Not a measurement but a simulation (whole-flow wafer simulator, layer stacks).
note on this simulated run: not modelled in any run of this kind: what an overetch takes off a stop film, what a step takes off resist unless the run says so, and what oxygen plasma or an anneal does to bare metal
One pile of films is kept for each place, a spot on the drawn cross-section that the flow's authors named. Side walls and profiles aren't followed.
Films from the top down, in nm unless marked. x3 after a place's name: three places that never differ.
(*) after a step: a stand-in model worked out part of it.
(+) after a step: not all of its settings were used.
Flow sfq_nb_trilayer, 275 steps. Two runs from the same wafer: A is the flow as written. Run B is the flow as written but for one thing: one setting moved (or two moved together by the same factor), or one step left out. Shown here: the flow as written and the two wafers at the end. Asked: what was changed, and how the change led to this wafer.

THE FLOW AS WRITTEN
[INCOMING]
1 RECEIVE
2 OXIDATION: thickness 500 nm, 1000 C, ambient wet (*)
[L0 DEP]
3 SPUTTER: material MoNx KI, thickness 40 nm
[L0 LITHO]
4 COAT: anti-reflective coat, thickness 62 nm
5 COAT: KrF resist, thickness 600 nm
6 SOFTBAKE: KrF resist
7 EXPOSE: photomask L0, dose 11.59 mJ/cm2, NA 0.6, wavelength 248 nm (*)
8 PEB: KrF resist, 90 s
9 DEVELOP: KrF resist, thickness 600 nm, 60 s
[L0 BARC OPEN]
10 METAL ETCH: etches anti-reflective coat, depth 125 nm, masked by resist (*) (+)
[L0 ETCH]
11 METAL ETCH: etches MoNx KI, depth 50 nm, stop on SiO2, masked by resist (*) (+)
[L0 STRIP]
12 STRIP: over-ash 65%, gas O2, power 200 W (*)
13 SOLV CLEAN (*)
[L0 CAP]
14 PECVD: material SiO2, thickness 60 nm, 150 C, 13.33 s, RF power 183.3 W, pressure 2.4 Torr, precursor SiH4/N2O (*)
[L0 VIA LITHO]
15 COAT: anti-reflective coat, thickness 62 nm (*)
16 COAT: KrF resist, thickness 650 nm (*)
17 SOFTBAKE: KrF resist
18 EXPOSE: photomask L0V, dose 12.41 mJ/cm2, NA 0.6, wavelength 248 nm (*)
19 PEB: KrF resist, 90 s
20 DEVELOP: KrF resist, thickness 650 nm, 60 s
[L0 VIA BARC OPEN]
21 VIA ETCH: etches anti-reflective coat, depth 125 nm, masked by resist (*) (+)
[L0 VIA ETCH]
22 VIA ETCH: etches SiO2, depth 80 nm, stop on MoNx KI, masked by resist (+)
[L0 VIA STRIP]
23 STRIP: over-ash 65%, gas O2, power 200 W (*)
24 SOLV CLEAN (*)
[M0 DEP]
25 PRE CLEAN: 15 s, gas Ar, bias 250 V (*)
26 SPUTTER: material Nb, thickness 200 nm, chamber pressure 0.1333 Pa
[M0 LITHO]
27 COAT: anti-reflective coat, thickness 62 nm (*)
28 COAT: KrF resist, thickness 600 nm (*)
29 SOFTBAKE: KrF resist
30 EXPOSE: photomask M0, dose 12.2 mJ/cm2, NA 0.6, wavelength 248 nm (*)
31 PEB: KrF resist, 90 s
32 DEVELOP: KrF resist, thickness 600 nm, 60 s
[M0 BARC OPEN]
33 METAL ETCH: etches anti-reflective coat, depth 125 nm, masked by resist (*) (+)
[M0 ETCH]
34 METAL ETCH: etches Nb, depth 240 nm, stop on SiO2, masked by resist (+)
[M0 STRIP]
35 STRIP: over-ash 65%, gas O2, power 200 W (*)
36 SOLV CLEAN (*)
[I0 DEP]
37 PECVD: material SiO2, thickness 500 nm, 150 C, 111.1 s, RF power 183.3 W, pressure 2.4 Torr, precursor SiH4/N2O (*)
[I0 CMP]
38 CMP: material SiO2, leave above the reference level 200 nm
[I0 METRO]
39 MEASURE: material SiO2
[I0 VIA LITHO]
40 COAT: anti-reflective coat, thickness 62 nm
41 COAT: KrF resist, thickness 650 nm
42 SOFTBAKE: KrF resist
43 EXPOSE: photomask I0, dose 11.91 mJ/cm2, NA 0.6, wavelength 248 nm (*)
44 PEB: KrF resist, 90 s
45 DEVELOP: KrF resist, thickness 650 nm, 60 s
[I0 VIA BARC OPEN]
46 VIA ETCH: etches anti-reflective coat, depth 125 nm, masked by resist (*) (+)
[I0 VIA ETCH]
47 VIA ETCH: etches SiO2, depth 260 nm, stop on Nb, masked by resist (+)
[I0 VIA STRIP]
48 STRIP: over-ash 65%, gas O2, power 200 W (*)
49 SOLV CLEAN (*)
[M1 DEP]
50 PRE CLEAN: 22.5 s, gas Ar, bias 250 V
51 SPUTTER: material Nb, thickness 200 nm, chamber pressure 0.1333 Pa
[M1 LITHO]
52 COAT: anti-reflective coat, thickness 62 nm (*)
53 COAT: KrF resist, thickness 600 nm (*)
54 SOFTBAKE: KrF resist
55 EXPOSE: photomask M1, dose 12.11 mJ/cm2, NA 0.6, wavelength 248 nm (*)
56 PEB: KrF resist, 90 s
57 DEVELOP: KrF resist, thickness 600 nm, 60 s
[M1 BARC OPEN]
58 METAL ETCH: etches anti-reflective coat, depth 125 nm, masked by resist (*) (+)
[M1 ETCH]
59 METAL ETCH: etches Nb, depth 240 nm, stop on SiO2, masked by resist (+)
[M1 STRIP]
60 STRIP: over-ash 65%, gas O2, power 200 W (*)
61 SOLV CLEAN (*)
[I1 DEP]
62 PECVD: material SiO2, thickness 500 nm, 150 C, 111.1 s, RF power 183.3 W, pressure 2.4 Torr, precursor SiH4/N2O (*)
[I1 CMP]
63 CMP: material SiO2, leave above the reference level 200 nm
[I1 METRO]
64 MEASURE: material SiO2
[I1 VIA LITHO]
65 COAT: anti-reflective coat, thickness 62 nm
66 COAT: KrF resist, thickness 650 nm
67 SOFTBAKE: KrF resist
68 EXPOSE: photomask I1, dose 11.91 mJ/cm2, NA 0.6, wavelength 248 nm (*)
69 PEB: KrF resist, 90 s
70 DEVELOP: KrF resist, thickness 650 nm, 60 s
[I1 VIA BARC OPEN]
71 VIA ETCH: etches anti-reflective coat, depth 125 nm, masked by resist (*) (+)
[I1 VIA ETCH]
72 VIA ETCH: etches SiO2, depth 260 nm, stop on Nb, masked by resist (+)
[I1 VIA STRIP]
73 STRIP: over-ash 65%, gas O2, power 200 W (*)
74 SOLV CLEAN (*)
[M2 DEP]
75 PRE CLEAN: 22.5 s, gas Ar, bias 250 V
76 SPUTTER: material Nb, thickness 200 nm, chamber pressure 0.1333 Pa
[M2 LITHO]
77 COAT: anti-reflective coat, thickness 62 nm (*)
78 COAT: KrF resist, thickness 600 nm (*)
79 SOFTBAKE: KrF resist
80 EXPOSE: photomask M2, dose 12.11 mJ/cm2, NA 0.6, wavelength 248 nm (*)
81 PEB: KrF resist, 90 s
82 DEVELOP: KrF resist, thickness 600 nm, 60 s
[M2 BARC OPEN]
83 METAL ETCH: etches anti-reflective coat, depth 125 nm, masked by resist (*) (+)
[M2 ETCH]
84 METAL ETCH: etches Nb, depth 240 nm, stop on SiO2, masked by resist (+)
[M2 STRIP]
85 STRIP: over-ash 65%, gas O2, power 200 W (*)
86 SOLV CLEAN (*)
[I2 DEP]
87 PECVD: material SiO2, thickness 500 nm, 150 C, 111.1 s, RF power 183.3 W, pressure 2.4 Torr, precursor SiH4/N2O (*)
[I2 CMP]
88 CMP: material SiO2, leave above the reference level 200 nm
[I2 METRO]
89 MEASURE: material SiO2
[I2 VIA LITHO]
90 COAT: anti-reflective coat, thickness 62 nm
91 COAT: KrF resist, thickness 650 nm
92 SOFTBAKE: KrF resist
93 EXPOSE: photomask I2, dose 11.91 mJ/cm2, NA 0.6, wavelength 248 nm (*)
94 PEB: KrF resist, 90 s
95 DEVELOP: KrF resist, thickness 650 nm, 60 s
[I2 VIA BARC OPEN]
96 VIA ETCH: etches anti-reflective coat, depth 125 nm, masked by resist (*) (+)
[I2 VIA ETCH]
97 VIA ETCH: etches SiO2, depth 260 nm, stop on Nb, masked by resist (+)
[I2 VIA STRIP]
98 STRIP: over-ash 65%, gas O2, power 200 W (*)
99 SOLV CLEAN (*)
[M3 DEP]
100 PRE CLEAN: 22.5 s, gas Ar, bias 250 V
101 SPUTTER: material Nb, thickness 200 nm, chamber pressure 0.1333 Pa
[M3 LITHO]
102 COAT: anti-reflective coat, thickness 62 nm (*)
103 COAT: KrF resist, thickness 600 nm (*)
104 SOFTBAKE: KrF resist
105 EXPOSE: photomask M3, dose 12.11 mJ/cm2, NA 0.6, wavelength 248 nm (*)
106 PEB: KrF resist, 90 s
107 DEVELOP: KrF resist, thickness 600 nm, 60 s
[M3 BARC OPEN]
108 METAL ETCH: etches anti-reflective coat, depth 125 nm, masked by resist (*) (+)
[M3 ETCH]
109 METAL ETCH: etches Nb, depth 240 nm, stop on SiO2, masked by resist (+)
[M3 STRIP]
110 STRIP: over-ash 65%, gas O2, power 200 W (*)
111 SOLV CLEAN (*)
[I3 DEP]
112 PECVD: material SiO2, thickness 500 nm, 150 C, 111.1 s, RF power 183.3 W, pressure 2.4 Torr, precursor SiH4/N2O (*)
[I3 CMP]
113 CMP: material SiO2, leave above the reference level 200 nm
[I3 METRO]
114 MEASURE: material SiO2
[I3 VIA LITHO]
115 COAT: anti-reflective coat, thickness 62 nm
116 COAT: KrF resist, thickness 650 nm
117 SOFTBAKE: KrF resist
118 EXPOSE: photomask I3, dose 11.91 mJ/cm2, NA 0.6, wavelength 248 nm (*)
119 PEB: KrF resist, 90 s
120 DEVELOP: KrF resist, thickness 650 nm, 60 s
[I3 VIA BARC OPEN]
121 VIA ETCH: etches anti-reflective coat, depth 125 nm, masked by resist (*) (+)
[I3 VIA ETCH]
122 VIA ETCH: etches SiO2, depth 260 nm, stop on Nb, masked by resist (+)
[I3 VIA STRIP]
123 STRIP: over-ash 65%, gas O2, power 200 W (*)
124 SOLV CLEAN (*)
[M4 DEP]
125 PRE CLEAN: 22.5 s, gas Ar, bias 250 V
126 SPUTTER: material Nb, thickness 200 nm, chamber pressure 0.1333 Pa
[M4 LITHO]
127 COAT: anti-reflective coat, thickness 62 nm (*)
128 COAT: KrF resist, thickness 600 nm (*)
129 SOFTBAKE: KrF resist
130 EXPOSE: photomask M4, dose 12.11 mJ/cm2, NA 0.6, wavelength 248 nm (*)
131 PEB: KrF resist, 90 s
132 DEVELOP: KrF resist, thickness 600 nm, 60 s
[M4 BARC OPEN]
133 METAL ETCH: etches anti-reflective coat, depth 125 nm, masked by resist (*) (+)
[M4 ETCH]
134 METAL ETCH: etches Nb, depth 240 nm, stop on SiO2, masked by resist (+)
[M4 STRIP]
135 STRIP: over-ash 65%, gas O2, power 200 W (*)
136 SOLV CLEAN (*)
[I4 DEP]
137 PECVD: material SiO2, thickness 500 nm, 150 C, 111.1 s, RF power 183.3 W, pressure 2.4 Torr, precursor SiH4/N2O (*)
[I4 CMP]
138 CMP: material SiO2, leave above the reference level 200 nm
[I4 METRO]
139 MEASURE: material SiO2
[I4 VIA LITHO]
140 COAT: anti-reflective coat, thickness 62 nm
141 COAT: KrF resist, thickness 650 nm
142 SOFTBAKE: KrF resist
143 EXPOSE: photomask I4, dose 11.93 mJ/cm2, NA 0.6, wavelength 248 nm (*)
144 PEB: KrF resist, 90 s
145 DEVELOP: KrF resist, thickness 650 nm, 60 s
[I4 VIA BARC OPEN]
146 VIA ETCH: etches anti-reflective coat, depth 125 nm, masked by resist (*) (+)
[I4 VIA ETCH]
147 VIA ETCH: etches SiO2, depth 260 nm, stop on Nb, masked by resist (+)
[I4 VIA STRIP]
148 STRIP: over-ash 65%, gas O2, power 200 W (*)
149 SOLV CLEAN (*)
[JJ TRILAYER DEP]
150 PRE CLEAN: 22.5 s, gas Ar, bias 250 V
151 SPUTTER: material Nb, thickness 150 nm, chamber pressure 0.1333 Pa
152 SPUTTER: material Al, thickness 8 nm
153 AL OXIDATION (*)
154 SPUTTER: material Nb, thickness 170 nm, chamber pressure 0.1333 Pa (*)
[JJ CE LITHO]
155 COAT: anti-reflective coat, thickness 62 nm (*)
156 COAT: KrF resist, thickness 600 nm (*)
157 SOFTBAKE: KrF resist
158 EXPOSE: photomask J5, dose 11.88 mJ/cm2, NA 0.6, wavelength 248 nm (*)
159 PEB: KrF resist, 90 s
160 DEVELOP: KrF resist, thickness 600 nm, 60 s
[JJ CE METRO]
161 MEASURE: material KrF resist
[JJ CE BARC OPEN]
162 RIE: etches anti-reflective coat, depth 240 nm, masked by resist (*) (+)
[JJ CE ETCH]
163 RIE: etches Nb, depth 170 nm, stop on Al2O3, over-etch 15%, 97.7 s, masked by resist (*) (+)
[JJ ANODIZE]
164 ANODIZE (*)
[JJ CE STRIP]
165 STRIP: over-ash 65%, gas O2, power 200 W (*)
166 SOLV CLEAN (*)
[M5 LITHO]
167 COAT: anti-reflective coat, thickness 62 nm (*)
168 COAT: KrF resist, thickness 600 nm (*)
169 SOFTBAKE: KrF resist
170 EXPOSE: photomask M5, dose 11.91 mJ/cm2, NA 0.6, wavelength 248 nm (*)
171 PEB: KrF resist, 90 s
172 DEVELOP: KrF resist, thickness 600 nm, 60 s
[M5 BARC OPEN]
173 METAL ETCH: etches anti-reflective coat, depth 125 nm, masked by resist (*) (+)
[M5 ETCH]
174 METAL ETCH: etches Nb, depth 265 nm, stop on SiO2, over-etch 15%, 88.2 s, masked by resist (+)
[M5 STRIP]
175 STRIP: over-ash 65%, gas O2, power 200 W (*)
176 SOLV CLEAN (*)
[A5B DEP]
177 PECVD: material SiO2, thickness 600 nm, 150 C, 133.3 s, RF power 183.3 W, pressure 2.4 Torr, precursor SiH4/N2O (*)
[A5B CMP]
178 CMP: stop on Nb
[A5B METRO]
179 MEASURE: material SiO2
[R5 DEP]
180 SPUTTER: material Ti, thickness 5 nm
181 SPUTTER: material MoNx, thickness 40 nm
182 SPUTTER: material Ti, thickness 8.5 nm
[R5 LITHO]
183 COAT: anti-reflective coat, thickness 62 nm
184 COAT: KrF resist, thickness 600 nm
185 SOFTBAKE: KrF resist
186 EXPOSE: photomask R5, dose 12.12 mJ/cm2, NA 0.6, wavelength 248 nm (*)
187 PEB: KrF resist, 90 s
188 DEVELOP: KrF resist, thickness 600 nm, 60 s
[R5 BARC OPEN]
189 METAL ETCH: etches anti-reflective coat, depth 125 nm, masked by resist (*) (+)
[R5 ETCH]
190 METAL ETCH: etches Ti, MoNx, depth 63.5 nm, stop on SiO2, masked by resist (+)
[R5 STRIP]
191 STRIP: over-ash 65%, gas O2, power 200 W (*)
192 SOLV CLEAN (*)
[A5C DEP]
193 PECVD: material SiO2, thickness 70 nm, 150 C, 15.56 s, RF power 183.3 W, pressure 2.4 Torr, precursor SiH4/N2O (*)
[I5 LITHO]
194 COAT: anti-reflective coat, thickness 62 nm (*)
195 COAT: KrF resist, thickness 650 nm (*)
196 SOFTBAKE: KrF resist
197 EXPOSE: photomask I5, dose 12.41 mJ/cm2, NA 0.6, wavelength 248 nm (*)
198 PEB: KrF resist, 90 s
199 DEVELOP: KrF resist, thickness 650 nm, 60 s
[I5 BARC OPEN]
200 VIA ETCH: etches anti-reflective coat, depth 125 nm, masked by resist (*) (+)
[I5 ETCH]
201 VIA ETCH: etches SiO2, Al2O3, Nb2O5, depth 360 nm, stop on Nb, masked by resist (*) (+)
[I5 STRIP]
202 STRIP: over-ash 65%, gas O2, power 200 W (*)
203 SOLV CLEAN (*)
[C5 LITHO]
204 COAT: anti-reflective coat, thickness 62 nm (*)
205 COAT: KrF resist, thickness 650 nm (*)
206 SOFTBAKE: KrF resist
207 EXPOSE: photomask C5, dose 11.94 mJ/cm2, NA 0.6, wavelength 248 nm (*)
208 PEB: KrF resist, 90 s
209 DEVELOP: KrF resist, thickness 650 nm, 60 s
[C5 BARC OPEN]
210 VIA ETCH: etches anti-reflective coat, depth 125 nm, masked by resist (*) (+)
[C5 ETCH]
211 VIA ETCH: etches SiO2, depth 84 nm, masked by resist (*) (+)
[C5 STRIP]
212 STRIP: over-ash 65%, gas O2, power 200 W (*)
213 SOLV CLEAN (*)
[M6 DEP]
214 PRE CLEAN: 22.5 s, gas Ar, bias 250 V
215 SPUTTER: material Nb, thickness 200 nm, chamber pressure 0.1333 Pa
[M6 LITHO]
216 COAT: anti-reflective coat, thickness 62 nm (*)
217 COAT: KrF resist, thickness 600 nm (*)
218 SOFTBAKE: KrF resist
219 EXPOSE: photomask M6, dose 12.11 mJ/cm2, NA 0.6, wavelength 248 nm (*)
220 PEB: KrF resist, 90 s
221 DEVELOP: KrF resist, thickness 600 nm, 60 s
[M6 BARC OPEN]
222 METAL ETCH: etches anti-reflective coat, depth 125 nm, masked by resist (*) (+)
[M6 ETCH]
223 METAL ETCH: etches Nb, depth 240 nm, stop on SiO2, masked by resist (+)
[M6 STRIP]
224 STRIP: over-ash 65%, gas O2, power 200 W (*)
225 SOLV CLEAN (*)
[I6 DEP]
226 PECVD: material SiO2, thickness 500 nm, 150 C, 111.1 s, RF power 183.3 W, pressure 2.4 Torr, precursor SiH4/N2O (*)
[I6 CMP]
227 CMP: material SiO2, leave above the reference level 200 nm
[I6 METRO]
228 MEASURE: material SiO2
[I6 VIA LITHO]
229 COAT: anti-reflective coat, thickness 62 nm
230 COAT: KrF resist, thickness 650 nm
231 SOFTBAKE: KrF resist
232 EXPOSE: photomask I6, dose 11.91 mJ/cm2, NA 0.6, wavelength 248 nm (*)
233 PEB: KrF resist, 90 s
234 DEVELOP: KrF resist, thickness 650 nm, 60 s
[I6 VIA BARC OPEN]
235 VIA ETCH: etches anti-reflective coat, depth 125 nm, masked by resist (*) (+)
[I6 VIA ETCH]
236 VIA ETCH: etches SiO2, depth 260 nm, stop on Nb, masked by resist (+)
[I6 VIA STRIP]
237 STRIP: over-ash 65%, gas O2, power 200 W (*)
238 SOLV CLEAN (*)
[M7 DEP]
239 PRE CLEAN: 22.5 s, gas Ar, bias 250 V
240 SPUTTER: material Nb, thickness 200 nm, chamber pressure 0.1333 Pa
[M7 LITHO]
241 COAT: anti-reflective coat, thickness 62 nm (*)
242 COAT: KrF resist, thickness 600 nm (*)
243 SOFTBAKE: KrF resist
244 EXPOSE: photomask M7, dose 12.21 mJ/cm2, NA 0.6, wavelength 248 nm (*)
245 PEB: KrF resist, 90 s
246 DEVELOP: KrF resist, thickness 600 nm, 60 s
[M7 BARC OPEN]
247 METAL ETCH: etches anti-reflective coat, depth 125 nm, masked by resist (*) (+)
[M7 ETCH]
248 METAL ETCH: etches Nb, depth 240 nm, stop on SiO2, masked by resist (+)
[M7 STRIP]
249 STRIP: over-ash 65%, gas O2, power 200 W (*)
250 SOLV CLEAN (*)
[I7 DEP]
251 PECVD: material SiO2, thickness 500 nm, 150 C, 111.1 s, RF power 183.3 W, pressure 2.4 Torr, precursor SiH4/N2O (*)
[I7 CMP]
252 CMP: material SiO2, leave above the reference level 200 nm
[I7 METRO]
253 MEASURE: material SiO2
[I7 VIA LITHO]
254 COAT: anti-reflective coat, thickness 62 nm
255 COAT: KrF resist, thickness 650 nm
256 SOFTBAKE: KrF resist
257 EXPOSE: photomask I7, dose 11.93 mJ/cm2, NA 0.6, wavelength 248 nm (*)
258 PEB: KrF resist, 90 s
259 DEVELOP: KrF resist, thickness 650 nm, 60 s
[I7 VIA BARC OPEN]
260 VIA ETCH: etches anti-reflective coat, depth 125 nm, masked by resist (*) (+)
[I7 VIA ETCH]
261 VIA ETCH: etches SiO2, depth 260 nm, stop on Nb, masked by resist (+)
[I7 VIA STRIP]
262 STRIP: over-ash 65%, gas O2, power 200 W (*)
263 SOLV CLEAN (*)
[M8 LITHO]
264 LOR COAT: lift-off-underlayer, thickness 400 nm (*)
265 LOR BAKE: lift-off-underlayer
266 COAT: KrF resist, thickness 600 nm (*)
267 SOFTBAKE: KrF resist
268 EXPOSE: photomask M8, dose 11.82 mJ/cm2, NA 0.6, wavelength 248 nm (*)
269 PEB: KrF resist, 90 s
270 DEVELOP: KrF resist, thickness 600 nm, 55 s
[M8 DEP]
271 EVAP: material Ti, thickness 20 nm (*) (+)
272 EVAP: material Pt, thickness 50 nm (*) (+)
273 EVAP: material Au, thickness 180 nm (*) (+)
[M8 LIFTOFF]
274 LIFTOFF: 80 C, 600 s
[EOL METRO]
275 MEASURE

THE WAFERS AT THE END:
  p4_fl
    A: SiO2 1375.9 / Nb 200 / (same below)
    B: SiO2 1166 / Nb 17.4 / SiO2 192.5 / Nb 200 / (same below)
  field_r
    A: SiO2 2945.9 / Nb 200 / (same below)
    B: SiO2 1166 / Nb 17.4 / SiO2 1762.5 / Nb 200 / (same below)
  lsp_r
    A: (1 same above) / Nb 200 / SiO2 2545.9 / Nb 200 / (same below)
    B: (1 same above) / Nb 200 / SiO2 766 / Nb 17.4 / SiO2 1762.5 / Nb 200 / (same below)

The cause: step 174, METAL ETCH: depth 143 nm was run, where the flow has depth 265 nm; step 174, METAL ETCH: 47.6 s was run, where the flow has 88.2 s.

How the change led to this, step by step:
  174 METAL ETCH: etches Nb, depth 265 nm, stop on SiO2, over-etch 15%, 88.2 s, masked by resist (+)
      field_l, r_sur, res and 50 more: A Al2O3 -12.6 (all of it), Nb2O5 -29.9 (all of it), Nb -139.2 (all of it), SiO2 -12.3 | B Al2O3 -12.6 (all of it), Nb2O5 -29.9 (all of it), Nb -121.9
      v_sur, via_wl, via_w and 50 more: A KrF resist -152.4 | B KrF resist -82.2
  175 STRIP: over-ash 65%, gas O2, power 200 W (*)
      l0r_line_l, l0r_line_c, l0r_space_c and 27 more: A KrF resist -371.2 (all of it), anti-reflective coat -62 (all of it) | B KrF resist -441.3 (all of it), anti-reflective coat -62 (all of it)
      v_sur: A KrF resist -349.2 (all of it), anti-reflective coat -44.9 (all of it) | B KrF resist -419.3 (all of it), anti-reflective coat -44.9 (all of it)
      (and at 22 more places)
  177 PECVD: material SiO2, thickness 600 nm, 150 C, 133.3 s, RF power 183.3 W, pressure 2.4 Torr, precursor SiH4/N2O (*)
      field_l, p4_fl, p4_fm and 39 more: A SiO2 +600 | B SiO2 +600 (new film)
      r_sur, res, r_end, moat, field_r, lsp_l: A SiO2 +592.9 | B SiO2 +600 (new film)
      (and at 5 more places)
  178 CMP: stop on Nb
      field_l, p4_fl, p4_fm and 39 more: A SiO2 -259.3 | B SiO2 -289
      r_sur, res, r_end, moat, field_r, lsp_l: A SiO2 -252.3 | B SiO2 -289
      (and at 5 more places)
Counting metal films that touch as one body, p4_fl has 3 bodies (between them, from the top down: SiO2 192.5; SiO2 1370); the flow as written gives 2 bodies (between them, from the top down: SiO2 1370).
Counting metal films that touch as one body, field_r has 2 bodies (between them, from the top down: SiO2 1762.5); the flow as written gives 1 body.
Counting metal films that touch as one body, lsp_r has 3 bodies (between them, from the top down: SiO2 766; SiO2 1762.5); the flow as written gives 2 bodies (between them, from the top down: SiO2 2545.9).
